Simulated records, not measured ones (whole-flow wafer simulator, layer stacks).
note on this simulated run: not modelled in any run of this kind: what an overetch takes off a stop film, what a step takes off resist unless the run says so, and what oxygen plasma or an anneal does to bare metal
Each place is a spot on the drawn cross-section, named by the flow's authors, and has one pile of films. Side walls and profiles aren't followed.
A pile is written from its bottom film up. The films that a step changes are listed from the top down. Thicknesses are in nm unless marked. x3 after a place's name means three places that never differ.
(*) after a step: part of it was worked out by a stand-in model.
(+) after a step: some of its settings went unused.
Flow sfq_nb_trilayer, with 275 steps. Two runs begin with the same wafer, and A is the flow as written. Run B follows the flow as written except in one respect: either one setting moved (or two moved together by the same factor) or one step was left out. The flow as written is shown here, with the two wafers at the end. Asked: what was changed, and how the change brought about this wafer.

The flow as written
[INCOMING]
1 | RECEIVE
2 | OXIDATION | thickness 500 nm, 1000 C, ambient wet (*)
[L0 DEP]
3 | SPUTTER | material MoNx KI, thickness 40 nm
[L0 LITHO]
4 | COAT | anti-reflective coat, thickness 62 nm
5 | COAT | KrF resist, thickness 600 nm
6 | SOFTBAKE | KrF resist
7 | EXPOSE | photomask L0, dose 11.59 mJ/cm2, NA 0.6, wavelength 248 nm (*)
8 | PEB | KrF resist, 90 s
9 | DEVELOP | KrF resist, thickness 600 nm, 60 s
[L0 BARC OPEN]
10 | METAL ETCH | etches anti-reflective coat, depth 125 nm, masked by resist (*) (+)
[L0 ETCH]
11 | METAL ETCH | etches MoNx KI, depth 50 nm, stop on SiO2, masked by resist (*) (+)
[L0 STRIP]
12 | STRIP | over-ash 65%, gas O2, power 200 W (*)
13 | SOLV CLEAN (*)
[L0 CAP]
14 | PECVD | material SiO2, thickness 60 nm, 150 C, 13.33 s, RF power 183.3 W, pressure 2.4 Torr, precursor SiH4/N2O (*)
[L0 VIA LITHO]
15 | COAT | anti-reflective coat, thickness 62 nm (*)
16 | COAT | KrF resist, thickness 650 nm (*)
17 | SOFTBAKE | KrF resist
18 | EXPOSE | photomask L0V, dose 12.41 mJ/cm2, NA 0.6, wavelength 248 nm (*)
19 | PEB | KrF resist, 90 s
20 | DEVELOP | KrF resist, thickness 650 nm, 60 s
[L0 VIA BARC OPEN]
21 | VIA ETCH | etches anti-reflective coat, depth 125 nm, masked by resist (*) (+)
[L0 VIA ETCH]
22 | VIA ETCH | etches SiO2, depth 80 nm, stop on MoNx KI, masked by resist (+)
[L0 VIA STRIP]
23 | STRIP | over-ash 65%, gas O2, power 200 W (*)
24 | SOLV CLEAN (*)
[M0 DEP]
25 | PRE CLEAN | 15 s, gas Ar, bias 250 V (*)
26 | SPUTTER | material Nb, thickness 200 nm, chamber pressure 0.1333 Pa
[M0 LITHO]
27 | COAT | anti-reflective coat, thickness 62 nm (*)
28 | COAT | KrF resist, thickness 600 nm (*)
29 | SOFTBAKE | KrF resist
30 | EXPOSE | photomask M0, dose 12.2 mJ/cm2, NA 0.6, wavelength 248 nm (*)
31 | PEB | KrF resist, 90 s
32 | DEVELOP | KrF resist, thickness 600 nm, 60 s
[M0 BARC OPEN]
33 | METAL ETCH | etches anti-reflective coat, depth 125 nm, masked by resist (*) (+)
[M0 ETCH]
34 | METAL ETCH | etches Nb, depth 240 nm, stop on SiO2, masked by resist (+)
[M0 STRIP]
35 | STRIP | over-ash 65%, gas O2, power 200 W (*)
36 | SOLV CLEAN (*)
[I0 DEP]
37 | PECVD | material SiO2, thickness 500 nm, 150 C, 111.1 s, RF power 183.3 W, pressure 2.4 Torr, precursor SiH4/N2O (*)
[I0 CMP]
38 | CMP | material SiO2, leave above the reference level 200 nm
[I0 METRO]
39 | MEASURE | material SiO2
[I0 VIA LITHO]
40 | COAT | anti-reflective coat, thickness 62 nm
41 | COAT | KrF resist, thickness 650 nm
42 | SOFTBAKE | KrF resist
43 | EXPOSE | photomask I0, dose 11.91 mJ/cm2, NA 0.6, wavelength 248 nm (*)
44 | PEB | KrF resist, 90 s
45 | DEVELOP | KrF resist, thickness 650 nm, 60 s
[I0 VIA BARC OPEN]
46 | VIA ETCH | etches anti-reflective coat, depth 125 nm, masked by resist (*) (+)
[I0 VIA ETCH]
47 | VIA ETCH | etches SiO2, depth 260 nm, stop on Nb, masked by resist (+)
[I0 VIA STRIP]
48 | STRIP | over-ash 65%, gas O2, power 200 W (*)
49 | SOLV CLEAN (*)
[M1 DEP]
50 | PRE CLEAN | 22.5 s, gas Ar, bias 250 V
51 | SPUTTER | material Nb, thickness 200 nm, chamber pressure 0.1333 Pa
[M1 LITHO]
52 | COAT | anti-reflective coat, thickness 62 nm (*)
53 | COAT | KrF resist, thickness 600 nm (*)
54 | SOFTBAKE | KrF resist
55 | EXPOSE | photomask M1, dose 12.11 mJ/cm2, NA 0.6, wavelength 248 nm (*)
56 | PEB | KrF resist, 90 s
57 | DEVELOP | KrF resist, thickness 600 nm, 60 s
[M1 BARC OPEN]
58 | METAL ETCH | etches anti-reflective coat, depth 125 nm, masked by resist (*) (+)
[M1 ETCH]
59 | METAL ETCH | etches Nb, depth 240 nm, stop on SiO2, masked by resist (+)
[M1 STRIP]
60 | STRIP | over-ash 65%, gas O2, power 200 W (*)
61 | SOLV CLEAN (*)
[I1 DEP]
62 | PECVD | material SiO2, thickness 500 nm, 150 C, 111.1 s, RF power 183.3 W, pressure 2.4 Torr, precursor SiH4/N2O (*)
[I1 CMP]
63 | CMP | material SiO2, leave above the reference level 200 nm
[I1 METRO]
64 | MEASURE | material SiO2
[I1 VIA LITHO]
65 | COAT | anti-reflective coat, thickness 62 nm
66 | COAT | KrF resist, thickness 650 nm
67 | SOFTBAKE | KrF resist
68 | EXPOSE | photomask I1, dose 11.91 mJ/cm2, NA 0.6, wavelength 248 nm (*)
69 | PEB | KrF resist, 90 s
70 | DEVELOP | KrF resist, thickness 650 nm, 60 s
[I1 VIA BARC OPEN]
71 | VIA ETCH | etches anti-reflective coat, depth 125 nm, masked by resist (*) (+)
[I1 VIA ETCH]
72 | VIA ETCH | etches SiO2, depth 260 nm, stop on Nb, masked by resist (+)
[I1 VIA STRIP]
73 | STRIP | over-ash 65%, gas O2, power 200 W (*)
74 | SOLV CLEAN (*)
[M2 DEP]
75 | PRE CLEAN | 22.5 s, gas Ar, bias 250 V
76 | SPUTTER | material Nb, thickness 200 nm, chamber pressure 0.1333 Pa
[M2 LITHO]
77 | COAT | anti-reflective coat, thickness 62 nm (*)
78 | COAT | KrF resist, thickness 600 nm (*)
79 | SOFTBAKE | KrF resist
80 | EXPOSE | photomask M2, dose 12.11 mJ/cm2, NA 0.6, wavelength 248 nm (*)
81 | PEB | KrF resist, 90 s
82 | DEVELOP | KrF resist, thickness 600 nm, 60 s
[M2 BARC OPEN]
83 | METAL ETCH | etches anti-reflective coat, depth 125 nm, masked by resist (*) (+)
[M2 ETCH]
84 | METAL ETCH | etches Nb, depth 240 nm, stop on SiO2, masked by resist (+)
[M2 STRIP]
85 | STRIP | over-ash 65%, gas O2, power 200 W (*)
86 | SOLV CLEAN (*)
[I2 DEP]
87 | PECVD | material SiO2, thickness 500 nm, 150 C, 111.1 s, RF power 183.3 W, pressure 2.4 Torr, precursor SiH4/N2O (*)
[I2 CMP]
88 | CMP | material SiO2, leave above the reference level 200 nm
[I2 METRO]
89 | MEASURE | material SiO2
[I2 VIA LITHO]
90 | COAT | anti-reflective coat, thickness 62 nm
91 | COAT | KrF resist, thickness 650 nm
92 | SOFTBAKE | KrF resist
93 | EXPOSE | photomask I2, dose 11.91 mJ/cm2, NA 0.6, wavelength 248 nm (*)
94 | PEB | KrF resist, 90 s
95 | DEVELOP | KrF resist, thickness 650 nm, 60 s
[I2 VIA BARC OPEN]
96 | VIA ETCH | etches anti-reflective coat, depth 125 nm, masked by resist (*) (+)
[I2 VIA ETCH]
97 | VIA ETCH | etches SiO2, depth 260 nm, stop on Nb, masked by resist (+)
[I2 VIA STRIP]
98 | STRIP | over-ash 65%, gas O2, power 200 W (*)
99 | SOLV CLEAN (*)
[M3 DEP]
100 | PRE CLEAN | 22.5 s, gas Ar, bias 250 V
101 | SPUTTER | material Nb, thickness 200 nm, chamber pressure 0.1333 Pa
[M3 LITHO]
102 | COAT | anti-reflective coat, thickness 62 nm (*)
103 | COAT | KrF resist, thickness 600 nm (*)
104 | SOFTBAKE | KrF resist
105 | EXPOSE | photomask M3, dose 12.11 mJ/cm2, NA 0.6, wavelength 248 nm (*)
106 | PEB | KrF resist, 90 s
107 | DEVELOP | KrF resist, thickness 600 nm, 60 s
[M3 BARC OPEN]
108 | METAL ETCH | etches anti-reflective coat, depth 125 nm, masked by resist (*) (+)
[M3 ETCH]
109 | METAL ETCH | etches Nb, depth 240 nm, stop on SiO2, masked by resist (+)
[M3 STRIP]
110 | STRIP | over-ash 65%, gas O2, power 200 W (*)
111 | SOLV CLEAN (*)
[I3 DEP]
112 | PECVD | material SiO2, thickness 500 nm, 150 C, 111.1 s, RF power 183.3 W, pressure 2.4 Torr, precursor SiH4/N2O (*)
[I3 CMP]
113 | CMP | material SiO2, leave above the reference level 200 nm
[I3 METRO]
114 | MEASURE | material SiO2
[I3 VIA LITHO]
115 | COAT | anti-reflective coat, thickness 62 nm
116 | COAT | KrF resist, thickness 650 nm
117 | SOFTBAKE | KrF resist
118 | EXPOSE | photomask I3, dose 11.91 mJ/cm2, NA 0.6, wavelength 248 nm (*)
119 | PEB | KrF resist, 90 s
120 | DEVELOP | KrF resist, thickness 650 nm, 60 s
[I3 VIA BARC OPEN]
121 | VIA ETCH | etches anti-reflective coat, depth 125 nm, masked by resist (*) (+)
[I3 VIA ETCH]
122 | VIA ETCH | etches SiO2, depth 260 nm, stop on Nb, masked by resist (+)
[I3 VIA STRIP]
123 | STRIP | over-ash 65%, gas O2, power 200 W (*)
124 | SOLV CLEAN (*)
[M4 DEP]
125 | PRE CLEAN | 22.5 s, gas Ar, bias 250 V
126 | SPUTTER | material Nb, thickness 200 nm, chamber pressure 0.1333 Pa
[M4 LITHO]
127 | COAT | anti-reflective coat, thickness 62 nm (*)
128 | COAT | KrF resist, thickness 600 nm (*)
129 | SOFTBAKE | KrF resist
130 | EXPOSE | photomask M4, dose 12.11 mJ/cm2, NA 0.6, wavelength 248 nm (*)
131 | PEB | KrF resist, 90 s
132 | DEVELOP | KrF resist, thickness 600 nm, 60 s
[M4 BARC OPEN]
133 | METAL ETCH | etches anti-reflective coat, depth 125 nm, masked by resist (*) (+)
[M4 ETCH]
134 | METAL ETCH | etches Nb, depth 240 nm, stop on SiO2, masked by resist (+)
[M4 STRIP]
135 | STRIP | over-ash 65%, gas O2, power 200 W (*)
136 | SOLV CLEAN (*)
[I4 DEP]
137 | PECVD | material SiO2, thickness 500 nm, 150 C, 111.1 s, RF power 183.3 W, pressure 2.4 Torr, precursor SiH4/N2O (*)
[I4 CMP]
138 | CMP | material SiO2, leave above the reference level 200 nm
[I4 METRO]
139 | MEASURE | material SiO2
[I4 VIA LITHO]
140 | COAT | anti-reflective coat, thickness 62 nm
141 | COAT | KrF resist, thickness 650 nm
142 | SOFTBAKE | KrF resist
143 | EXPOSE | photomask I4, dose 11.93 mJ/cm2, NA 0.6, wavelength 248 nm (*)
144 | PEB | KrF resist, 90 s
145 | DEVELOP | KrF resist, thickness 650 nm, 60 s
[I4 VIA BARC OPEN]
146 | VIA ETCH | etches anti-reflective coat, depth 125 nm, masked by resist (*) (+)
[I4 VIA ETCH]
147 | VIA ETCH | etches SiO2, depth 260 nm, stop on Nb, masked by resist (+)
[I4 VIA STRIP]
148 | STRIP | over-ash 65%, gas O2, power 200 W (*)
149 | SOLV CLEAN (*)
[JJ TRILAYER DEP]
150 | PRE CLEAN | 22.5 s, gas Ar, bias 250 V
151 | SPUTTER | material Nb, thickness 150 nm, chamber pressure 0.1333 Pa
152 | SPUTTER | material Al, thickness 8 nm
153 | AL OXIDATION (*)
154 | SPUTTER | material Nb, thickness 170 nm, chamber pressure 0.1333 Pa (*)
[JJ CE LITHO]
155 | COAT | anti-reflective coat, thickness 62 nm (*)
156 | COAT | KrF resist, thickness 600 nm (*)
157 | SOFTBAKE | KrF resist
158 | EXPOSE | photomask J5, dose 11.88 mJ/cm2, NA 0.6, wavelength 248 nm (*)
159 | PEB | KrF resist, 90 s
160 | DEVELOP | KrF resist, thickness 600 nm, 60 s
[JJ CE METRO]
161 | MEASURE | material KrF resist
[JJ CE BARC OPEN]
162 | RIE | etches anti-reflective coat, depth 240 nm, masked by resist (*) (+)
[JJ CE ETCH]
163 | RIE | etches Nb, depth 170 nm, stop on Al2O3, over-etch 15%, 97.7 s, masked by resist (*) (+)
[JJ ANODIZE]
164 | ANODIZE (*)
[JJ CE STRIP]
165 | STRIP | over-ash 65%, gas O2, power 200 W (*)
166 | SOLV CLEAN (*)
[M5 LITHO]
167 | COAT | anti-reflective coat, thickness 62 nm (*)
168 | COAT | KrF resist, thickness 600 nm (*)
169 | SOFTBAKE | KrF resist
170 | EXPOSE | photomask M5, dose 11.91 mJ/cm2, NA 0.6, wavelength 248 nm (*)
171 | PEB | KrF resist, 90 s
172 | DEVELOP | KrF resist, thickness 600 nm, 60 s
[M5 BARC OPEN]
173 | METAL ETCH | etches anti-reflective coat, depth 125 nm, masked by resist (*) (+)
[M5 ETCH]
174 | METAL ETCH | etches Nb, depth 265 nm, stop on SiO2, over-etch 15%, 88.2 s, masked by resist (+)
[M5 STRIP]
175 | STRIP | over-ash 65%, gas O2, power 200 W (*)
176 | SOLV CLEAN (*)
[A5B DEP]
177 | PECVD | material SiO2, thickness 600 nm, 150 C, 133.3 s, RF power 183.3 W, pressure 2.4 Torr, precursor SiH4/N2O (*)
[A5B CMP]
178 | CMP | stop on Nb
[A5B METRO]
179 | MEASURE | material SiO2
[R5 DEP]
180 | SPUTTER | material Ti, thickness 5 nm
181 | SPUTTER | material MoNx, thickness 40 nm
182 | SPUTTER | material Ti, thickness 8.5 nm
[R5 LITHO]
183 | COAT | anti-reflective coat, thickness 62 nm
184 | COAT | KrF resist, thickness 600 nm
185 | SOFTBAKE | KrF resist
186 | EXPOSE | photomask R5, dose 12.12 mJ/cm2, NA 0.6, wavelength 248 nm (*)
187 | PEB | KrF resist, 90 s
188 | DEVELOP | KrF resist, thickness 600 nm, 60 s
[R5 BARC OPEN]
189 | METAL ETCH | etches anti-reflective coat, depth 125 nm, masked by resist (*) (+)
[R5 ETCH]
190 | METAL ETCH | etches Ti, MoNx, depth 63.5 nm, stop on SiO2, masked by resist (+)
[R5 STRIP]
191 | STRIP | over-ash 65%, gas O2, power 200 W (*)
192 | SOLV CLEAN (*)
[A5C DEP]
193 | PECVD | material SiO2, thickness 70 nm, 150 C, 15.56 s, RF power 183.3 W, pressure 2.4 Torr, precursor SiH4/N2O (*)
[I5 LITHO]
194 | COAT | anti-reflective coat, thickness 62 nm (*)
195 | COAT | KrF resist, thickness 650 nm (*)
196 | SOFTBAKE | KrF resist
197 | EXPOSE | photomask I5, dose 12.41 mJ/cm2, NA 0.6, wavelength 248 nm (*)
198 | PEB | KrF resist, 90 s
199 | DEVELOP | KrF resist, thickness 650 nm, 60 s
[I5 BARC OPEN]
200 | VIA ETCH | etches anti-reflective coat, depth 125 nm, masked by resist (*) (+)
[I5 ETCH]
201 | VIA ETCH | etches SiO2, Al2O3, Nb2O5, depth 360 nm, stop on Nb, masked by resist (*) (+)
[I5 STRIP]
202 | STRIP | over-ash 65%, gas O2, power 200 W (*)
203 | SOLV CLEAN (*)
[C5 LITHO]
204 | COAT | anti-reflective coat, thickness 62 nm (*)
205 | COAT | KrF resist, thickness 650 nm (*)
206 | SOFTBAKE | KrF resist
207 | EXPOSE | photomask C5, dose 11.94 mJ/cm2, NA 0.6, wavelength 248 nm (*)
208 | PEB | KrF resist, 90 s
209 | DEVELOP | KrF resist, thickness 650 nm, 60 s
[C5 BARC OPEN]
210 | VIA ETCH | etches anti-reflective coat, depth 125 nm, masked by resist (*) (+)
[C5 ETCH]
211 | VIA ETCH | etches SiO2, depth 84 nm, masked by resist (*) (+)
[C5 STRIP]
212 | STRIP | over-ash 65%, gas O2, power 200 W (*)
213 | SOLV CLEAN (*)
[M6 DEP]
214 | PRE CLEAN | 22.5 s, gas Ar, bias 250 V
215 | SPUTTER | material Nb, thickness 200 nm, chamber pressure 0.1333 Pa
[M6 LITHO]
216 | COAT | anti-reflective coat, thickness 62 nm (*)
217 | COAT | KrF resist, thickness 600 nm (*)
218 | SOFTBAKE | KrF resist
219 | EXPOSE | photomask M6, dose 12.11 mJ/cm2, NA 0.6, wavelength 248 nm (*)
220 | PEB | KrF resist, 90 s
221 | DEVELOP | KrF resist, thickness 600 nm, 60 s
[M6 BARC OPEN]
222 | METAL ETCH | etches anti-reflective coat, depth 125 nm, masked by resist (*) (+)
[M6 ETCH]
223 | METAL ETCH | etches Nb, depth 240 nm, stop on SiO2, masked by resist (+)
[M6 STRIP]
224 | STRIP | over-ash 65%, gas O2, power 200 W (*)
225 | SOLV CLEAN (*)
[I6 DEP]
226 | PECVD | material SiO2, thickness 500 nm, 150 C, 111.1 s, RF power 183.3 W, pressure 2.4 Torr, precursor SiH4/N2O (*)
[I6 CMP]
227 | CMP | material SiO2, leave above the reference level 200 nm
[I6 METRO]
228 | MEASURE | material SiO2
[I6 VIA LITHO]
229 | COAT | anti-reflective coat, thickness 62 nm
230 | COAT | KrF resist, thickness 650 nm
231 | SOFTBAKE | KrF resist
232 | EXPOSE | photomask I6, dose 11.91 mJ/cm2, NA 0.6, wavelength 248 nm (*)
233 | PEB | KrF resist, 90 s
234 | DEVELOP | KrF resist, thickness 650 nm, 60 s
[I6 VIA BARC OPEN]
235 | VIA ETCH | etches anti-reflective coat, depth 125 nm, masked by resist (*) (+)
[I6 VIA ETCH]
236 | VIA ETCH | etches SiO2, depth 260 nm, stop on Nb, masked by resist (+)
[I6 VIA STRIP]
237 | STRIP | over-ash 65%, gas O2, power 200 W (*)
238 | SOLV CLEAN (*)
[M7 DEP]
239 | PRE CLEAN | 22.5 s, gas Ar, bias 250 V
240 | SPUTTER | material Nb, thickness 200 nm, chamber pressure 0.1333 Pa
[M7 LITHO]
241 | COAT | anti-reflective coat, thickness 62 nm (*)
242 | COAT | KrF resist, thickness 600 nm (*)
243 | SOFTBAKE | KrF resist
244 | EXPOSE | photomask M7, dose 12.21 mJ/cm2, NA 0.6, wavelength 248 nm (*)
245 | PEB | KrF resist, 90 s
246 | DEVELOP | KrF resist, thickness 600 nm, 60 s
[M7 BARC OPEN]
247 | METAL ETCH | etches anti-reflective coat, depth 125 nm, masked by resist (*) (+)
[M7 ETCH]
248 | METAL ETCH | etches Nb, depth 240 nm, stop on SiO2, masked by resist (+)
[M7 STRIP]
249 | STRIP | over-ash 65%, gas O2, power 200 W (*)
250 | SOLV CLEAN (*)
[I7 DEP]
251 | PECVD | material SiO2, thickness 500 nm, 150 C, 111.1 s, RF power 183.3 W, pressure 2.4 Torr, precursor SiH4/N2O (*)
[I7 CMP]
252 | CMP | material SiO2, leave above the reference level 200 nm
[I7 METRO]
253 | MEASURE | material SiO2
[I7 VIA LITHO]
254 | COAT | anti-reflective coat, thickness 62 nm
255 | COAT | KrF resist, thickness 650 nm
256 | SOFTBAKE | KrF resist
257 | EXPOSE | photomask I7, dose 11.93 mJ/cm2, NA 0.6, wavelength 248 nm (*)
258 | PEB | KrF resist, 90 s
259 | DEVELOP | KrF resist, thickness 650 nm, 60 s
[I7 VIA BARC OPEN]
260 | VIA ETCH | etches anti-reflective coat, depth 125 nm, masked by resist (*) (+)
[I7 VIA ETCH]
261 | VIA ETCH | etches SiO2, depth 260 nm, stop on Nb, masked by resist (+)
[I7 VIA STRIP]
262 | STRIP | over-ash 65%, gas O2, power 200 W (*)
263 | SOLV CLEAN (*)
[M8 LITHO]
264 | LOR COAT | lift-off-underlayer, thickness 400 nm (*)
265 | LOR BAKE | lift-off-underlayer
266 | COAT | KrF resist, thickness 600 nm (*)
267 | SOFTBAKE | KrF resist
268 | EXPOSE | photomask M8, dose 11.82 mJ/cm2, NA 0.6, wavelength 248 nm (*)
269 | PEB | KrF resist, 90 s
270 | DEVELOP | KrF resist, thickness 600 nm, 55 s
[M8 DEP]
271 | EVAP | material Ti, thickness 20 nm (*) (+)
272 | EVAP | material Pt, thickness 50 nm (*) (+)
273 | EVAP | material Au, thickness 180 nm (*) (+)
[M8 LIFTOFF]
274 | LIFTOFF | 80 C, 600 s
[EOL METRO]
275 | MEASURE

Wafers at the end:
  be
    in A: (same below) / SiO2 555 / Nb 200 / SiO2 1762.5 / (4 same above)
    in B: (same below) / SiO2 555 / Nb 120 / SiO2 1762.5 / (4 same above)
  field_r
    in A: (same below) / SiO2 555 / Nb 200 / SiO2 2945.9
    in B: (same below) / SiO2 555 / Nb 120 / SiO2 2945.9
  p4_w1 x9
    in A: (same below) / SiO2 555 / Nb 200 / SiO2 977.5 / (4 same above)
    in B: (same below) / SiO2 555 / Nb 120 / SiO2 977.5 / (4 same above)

What caused this: step 26, SPUTTER: thickness 120 nm was run, whereas the flow has thickness 200 nm.
One can read it off the wafer: be has Nb 120, and step 26 as written asks for 200 nm.

Step by step, how the change led to this:
  26 | SPUTTER | material Nb, thickness 200 nm, chamber pressure 0.1333 Pa
      field_l, via_wl, via_w and 100 more: A +200 Nb (new film) | B +120 Nb (new film)
      v_sur: A +200 Nb (new film) | B +115.8 Nb (new film)
      (also at 2 further places)
  27 | COAT | anti-reflective coat, thickness 62 nm (*)
      v_sur: A +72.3 anti-reflective coat (new film) | B +74.4 anti-reflective coat (new film)
      via_wl: A +64.9 anti-reflective coat (new film) | B +63.6 anti-reflective coat (new film)
  34 | METAL ETCH | etches Nb, depth 240 nm, stop on SiO2, masked by resist (+)
      field_l, v_sur, via_wl and 100 more: A -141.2 KrF resist | B -105.9 KrF resist
      moat, m0r_space_l x2: A -200 Nb (all of it) | B -120 Nb (all of it)
  35 | STRIP | over-ash 65%, gas O2, power 200 W (*)
      p4_fl x3, p4_w1 x9, p4_g1 x2 and 57 more: A -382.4 KrF resist (all of it), -62 anti-reflective coat (all of it) | B -417.7 KrF resist (all of it), -62 anti-reflective coat (all of it)
      ce_r, sp_r, be_r, r_sur: A -389 KrF resist (all of it), -63.6 anti-reflective coat (all of it) | B -424.2 KrF resist (all of it), -63.6 anti-reflective coat (all of it)
      (also at 28 further places)
  37 | PECVD | material SiO2, thickness 500 nm, 150 C, 111.1 s, RF power 183.3 W, pressure 2.4 Torr, precursor SiH4/N2O (*)
      moat, m0r_space_l x2: A +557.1 SiO2 | B +500 SiO2
  38 | CMP | material SiO2, leave above the reference level 200 nm
      moat, m0r_space_l x2: A -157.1 SiO2 | B -180 SiO2
